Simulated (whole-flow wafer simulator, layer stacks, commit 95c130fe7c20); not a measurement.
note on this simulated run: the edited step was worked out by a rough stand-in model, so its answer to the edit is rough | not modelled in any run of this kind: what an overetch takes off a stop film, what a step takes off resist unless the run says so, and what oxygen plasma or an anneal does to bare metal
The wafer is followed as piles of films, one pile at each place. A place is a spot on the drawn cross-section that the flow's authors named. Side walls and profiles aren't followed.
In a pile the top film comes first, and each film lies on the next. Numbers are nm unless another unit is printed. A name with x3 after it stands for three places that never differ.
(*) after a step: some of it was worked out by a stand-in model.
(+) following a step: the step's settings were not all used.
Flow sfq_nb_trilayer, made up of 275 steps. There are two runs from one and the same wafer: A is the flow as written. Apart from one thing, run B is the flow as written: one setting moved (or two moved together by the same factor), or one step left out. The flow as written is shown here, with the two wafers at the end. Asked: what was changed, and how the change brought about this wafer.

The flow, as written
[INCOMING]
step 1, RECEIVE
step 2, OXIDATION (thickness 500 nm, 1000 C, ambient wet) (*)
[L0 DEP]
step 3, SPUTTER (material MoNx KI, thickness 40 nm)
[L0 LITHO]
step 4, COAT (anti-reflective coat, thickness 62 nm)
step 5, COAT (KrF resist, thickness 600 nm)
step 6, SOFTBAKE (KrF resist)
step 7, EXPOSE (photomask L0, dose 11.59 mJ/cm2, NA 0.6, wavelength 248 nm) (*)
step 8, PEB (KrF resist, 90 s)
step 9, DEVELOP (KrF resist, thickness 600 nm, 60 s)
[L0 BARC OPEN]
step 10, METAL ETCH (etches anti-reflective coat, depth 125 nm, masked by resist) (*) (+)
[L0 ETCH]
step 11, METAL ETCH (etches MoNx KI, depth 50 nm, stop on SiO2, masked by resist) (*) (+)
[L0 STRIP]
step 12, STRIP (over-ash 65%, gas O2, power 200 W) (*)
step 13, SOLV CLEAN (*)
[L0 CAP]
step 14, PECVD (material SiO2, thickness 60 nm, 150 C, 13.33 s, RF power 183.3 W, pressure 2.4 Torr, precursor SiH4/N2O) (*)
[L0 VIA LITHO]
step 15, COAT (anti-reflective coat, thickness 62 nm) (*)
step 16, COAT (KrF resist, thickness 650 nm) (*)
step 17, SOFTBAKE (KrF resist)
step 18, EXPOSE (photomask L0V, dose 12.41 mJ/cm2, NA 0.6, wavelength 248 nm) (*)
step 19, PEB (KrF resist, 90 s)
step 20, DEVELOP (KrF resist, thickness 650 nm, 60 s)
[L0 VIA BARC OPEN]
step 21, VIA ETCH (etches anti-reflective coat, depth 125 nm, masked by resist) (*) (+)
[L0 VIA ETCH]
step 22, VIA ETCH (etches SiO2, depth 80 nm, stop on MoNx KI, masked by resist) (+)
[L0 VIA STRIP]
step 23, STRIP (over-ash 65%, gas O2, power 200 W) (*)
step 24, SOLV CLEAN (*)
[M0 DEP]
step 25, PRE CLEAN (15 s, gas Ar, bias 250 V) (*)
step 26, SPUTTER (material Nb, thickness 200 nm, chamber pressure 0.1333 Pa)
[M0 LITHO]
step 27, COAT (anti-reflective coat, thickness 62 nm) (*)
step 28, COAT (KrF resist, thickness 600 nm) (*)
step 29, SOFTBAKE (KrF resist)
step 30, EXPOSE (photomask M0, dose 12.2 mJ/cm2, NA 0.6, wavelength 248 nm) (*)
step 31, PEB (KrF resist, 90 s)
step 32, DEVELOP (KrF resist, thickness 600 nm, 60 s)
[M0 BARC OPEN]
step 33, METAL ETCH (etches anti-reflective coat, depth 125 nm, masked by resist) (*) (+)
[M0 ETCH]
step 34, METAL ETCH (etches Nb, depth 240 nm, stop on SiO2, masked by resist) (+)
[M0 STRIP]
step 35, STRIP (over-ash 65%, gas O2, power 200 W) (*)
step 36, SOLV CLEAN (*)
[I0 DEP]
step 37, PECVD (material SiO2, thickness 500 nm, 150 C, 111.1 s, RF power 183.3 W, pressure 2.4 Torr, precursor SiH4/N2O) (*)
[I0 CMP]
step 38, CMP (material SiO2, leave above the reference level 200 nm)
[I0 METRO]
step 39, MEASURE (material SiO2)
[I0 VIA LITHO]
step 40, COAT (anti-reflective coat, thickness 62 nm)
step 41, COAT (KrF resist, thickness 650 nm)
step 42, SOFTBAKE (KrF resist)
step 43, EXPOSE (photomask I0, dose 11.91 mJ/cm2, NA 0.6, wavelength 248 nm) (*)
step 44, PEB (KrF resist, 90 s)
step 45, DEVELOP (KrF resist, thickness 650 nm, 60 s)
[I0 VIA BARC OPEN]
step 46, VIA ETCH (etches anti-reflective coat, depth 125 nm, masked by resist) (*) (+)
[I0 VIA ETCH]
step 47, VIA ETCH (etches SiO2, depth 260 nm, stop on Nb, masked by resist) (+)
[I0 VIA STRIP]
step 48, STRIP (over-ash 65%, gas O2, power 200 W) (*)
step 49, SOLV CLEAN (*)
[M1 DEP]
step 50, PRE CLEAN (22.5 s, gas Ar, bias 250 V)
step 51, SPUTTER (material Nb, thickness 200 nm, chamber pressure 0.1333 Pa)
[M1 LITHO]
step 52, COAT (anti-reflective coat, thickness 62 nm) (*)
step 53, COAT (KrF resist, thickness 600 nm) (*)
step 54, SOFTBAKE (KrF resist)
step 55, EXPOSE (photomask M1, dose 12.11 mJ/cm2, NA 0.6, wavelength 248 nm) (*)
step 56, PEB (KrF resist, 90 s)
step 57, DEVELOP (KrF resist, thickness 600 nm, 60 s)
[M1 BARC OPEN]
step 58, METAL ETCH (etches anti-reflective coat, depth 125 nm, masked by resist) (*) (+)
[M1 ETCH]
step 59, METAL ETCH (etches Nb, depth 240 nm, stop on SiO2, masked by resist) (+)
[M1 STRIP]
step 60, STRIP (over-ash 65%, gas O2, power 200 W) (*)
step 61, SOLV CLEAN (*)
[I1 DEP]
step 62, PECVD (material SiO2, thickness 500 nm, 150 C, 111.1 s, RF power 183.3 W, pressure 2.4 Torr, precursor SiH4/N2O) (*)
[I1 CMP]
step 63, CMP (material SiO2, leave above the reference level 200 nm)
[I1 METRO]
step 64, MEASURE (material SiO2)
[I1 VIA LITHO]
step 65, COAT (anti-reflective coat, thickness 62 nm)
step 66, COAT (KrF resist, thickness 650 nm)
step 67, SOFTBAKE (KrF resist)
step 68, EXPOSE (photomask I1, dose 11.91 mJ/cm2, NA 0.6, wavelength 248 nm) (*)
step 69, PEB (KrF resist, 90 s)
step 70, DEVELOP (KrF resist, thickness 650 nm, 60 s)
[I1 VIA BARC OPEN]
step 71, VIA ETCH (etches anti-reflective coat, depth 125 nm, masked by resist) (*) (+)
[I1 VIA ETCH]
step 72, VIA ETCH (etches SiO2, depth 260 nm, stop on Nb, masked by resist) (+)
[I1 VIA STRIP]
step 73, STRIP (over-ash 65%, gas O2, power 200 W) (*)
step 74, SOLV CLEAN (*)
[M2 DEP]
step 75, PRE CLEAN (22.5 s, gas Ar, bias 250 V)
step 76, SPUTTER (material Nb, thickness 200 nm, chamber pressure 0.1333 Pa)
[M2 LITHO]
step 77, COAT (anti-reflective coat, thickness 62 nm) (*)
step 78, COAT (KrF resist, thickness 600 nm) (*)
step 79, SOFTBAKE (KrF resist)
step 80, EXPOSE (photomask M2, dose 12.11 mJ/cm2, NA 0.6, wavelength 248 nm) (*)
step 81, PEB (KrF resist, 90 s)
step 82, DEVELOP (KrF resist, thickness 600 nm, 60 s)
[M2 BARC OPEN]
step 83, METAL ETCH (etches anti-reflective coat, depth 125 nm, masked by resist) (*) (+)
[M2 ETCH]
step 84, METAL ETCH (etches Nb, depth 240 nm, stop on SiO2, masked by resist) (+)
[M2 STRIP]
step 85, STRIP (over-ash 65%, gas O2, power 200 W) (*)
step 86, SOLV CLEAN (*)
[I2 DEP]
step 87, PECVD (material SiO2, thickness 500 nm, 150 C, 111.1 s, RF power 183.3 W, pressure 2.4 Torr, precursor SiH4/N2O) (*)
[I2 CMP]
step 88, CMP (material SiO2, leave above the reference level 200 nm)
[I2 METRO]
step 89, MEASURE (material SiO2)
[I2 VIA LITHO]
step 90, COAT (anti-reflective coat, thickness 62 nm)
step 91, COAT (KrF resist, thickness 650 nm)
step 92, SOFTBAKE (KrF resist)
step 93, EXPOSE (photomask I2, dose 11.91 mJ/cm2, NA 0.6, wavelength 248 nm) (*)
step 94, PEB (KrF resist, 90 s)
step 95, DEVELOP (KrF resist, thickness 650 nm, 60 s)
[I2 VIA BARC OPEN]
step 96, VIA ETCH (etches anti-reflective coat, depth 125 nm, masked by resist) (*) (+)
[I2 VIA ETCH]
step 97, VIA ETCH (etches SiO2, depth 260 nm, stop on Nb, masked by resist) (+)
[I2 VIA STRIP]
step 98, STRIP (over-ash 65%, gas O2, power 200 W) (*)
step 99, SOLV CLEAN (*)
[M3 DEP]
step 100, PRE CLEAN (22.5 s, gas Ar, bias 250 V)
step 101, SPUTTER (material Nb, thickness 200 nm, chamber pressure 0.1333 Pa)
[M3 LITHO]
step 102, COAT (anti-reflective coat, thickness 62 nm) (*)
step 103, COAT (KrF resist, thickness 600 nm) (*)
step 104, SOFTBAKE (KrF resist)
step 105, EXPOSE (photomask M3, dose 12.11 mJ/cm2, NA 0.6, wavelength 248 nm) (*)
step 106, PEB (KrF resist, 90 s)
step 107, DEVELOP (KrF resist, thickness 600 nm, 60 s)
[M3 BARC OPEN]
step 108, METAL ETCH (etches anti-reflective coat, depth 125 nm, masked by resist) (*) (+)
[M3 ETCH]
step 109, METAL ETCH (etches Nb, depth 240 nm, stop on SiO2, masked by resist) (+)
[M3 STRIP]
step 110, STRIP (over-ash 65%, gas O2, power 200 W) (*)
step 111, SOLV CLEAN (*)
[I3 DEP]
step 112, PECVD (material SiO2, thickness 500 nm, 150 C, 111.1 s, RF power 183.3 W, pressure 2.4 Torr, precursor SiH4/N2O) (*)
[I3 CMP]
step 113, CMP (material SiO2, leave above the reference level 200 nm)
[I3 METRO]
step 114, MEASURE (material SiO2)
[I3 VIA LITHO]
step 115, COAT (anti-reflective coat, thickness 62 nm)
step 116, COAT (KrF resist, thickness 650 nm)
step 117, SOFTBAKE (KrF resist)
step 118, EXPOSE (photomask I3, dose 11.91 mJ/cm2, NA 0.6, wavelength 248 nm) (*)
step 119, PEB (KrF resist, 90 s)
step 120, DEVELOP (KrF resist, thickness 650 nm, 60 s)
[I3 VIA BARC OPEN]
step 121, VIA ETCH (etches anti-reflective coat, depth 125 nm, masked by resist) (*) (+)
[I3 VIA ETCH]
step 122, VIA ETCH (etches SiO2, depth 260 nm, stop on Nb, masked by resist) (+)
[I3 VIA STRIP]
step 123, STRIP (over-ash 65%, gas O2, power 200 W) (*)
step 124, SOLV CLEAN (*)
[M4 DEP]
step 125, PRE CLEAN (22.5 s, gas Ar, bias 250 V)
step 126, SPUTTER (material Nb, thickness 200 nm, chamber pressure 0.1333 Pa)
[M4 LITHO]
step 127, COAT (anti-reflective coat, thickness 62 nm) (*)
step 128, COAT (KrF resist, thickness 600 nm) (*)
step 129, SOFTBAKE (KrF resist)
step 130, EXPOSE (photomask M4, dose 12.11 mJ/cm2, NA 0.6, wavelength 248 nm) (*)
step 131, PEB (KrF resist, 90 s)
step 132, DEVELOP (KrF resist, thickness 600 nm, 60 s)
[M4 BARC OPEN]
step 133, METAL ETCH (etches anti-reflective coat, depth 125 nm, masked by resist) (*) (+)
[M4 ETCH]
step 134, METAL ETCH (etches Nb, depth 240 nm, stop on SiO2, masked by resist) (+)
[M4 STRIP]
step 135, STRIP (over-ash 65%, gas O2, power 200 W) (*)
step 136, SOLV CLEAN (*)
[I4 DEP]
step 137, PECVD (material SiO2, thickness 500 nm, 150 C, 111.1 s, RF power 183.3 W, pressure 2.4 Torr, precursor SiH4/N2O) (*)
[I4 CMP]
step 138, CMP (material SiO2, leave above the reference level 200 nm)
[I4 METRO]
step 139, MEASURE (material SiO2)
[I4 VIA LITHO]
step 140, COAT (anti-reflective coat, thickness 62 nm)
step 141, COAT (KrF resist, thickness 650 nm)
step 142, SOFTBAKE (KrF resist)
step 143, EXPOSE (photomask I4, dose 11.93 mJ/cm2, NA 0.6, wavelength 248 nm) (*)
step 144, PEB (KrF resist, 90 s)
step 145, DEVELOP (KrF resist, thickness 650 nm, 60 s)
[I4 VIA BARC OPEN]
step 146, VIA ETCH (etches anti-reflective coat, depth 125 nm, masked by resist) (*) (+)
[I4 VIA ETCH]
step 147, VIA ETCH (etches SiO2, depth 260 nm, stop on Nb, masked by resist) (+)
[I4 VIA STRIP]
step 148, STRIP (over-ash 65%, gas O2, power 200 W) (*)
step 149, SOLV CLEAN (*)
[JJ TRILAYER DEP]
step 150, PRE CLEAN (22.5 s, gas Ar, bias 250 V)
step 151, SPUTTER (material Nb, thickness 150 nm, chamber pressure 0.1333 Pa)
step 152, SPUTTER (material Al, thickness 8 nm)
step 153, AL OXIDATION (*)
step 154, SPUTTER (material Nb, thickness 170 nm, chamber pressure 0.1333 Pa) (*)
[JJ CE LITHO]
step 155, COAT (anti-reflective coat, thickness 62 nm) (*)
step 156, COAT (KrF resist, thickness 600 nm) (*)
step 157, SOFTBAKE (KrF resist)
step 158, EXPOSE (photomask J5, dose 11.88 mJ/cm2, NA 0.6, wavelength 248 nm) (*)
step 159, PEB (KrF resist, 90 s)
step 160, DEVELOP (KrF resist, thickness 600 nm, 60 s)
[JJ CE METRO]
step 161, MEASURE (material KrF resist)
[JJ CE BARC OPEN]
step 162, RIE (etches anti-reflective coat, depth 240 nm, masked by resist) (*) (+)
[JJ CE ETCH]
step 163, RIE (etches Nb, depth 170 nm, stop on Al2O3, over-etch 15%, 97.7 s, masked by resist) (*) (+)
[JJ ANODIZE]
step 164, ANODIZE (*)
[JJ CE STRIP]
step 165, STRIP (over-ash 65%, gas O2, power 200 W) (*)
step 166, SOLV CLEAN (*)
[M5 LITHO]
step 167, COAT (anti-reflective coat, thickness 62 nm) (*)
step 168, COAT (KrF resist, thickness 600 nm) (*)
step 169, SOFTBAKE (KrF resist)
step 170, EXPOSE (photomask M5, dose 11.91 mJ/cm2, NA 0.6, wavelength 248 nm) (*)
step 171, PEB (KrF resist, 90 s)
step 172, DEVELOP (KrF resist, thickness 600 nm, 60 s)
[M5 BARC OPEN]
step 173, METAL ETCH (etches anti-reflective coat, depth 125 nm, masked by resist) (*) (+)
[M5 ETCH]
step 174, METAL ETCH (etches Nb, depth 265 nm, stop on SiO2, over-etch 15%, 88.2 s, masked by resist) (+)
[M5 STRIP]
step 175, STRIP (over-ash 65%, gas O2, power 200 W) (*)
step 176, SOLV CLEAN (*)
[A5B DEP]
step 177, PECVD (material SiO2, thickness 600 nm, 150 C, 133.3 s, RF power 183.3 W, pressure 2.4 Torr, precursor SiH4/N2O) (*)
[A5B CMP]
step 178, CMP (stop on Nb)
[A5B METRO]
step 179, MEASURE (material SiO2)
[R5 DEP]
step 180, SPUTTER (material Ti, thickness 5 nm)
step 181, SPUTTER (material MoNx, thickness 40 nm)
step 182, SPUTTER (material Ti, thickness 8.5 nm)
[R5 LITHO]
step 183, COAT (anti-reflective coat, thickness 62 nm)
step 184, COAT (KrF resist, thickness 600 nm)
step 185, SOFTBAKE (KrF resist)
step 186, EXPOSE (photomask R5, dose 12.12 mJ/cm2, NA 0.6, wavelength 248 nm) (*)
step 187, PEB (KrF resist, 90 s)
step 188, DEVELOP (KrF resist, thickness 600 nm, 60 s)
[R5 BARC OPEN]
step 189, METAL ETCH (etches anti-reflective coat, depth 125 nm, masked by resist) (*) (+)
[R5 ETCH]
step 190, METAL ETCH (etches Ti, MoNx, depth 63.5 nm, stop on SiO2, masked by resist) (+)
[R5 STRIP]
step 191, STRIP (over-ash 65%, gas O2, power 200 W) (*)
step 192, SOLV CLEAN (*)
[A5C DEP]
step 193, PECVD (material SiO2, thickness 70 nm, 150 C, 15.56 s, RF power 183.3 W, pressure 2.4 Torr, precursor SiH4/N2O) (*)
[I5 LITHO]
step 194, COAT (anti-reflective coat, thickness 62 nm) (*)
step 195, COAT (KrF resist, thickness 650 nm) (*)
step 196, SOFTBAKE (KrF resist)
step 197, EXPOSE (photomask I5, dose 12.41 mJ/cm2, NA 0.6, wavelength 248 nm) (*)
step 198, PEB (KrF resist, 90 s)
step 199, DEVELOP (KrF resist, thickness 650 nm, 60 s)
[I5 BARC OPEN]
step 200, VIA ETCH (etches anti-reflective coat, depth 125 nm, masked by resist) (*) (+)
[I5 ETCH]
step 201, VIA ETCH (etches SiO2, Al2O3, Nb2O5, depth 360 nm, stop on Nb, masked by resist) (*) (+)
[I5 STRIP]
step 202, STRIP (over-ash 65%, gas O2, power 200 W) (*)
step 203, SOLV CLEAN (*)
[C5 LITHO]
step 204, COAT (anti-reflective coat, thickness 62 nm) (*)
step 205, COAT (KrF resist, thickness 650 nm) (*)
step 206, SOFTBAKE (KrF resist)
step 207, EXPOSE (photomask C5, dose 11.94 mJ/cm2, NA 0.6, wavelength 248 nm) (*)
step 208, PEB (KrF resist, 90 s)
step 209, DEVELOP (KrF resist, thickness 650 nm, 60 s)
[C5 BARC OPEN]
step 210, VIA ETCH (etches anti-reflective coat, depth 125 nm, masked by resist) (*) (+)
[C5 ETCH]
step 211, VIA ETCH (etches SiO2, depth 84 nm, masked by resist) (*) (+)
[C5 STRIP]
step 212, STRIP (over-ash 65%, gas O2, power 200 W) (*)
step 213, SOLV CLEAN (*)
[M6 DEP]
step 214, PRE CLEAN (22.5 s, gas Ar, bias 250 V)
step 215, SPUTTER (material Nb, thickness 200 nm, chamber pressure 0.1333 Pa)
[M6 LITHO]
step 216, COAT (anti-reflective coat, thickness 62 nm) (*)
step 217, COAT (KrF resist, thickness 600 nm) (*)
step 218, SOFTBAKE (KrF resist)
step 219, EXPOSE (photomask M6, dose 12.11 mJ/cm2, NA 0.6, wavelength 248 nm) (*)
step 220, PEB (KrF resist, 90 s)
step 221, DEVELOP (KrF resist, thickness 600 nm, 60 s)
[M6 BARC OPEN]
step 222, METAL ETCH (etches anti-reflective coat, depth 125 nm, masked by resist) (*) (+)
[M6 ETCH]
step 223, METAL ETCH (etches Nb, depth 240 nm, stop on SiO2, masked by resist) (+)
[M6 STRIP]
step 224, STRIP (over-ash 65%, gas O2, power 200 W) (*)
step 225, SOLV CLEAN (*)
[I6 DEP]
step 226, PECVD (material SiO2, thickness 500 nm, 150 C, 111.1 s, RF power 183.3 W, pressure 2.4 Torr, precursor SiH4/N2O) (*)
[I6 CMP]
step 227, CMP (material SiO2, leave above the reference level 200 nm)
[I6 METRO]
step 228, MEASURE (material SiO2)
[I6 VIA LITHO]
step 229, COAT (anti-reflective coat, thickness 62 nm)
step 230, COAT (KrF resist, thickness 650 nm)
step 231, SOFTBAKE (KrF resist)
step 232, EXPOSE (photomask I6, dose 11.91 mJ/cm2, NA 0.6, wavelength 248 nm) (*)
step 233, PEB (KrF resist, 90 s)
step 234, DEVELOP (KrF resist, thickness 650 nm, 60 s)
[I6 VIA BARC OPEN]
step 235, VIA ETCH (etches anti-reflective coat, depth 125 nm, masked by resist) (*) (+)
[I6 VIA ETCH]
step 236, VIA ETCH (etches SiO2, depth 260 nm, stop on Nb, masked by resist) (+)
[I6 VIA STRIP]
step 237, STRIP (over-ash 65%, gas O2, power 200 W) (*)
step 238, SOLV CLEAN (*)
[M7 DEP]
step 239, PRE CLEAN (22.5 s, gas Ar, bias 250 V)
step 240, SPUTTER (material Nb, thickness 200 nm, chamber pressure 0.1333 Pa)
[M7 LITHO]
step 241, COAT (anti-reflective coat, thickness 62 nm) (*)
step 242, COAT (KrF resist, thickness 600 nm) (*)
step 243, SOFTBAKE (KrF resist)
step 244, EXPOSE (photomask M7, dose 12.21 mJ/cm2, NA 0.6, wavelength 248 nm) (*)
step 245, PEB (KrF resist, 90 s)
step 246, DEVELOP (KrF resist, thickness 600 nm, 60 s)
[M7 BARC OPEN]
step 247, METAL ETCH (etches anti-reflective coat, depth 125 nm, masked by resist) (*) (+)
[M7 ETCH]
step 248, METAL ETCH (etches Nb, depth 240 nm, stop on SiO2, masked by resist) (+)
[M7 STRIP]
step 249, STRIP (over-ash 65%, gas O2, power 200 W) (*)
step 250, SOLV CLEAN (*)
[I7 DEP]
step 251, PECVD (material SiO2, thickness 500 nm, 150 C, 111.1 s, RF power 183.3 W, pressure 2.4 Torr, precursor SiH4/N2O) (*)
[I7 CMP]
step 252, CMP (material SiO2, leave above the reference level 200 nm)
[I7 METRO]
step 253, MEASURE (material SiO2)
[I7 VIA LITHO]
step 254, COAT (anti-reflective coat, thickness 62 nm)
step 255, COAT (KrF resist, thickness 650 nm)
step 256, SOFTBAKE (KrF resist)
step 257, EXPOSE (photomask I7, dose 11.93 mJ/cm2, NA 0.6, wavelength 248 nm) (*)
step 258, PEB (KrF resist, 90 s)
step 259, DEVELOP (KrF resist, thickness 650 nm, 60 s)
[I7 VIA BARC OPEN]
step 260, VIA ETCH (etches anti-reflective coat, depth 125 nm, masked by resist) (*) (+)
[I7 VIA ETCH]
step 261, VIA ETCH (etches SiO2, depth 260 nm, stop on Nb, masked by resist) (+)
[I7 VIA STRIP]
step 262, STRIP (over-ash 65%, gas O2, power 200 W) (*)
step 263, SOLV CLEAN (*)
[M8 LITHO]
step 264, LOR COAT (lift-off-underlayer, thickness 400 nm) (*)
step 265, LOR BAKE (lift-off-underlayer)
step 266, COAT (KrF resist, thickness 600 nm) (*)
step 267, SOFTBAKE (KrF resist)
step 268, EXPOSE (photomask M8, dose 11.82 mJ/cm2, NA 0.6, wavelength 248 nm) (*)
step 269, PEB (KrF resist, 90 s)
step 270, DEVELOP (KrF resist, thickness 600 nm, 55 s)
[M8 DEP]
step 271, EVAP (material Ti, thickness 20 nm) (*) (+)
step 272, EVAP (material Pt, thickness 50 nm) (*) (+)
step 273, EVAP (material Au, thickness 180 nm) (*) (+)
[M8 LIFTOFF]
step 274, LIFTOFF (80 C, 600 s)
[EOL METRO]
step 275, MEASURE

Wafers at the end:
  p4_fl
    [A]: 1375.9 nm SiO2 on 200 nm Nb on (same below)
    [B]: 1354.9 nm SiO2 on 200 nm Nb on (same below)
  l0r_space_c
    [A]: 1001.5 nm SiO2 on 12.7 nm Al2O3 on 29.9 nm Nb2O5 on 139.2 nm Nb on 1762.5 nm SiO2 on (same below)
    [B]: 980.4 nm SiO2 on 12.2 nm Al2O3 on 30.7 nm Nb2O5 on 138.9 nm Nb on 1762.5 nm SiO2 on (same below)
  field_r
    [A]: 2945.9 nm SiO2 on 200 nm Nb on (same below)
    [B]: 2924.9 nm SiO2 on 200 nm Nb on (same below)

The reason: step 154, SPUTTER: thickness 149 nm was run, though the flow has thickness 170 nm.

The path from the change to this, step by step:
  step 154, SPUTTER (material Nb, thickness 170 nm, chamber pressure 0.1333 Pa) (*)
      field_l, v_sur, via_sp and 100 more: A Nb gains 170 (new film) | B Nb gains 149 (new film)
      via_wl, via_wr: A Nb gains 140.7 (new film) | B Nb gains 123.3 (new film)
      (as well as at 1 more place)
  step 155, COAT (anti-reflective coat, thickness 62 nm) (*)
      via_wl, via_wr: A anti-reflective coat gains 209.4 (new film) | B anti-reflective coat gains 203.9 (new film)
  step 162, RIE (etches anti-reflective coat, depth 240 nm, masked by resist) (*) (+)
      ce_l, c5j, ce_r, wl_jj: A KrF resist loses 209.4 | B KrF resist loses 203.9
      via_wl, via_wr: A anti-reflective coat loses 209.4 (all of it) | B anti-reflective coat loses 203.9 (all of it)
  step 163, RIE (etches Nb, depth 170 nm, stop on Al2O3, over-etch 15%, 97.7 s, masked by resist) (*) (+)
      field_l, v_sur, via_sp and 96 more: A Nb loses 170 (all of it), Al2O3 loses 0.51 | B Nb loses 149 (all of it), Al2O3 loses 0.96 (all of it)
      via_wl, via_wr: A Nb loses 140.7 (all of it), Al2O3 loses 0.96 (all of it) | B Nb loses 123.3 (all of it), Al2O3 loses 0.96 (all of it)
      (as well as at 1 more place)
  step 164, ANODIZE (*)
      field_l, v_sur, via_sp and 96 more: A Al2O3 gains 12.2, Nb2O5 gains 29.9 (new film), Al loses 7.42 (all of it), Nb loses 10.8 | B Al2O3 gains 12.2 (new film), Nb2O5 gains 30.7 (new film), Al loses 7.42 (all of it), Nb loses 11.1
  step 165, STRIP (over-ash 65%, gas O2, power 200 W) (*)
      c5j, ce_r: A KrF resist loses 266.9 (all of it), anti-reflective coat loses 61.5 (all of it) | B KrF resist loses 272.4 (all of it), anti-reflective coat loses 61.5 (all of it)
      ce_l: A KrF resist loses 266.8 (all of it), anti-reflective coat loses 61.4 (all of it) | B KrF resist loses 272.3 (all of it), anti-reflective coat loses 61.4 (all of it)
      (as well as at 1 more place)
  step 167, COAT (anti-reflective coat, thickness 62 nm) (*)
      wl_j_sl, wl_j_sr: A anti-reflective coat gains 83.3 (new film) | B anti-reflective coat gains 80.3 (new film)
      jj_sur: A anti-reflective coat gains 82.6 (new film) | B anti-reflective coat gains 79.9 (new film)
      (as well as at 5 more places)
  step 168, COAT (KrF resist, thickness 600 nm) (*)
      ce_l: A KrF resist gains 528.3 (new film) | B KrF resist gains 541.8 (new film)
      c5j: A KrF resist gains 507.6 (new film) | B KrF resist gains 520.8 (new film)
      (as well as at 2 more places)
  step 174, METAL ETCH (etches Nb, depth 265 nm, stop on SiO2, over-etch 15%, 88.2 s, masked by resist) (+)
      field_l, r_sur, res and 50 more: A Al2O3 loses 12.6 (all of it), Nb2O5 loses 29.9 (all of it), Nb loses 139.2 (all of it), SiO2 loses 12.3 | B Al2O3 loses 12.2 (all of it), Nb2O5 loses 30.7 (all of it), Nb loses 138.9 (all of it), SiO2 loses 12.3
  step 175, STRIP (over-ash 65%, gas O2, power 200 W) (*)
      jj_sur: A KrF resist loses 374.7 (all of it), anti-reflective coat loses 82.6 (all of it) | B KrF resist loses 373.2 (all of it), anti-reflective coat loses 79.9 (all of it)
      ce_l: A KrF resist loses 299.6 (all of it), anti-reflective coat loses 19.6 (all of it) | B KrF resist loses 313.1 (all of it), anti-reflective coat loses 21.7 (all of it)
      (as well as at 6 more places)
  step 178, CMP (stop on Nb)
      v_sur, via_sp, via_v and 43 more: A SiO2 loses 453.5 | B SiO2 loses 474.6
      field_l, p4_fl, p4_fm and 39 more: A SiO2 loses 259.3 | B SiO2 loses 280.3
      (as well as at 14 more places)
  step 201, VIA ETCH (etches SiO2, Al2O3, Nb2O5, depth 360 nm, stop on Nb, masked by resist) (*) (+)
      be: A SiO2 loses 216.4 (all of it), Al2O3 loses 12.7 (all of it), Nb2O5 loses 29.9 (all of it) | B SiO2 loses 195.3 (all of it), Al2O3 loses 12.2 (all of it), Nb2O5 loses 30.7 (all of it)
  step 204, COAT (anti-reflective coat, thickness 62 nm) (*)
      be: A anti-reflective coat gains 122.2 (new film) | B anti-reflective coat gains 119.1 (new film)
  step 212, STRIP (over-ash 65%, gas O2, power 200 W) (*)
      be: A KrF resist loses 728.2 (all of it), anti-reflective coat loses 122.2 (all of it) | B KrF resist loses 713.4 (all of it), anti-reflective coat loses 119.1 (all of it)
  step 215, SPUTTER (material Nb, thickness 200 nm, chamber pressure 0.1333 Pa)
      be: A Nb gains 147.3 | B Nb gains 152.1
  step 216, COAT (anti-reflective coat, thickness 62 nm) (*)
      be: A anti-reflective coat gains 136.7 (new film) | B anti-reflective coat gains 132.7 (new film)
  ... another 2 steps ...
  step 226, PECVD (material SiO2, thickness 500 nm, 150 C, 111.1 s, RF power 183.3 W, pressure 2.4 Torr, precursor SiH4/N2O) (*)
      be: A SiO2 gains 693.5 (new film) | B SiO2 gains 668.1 (new film)
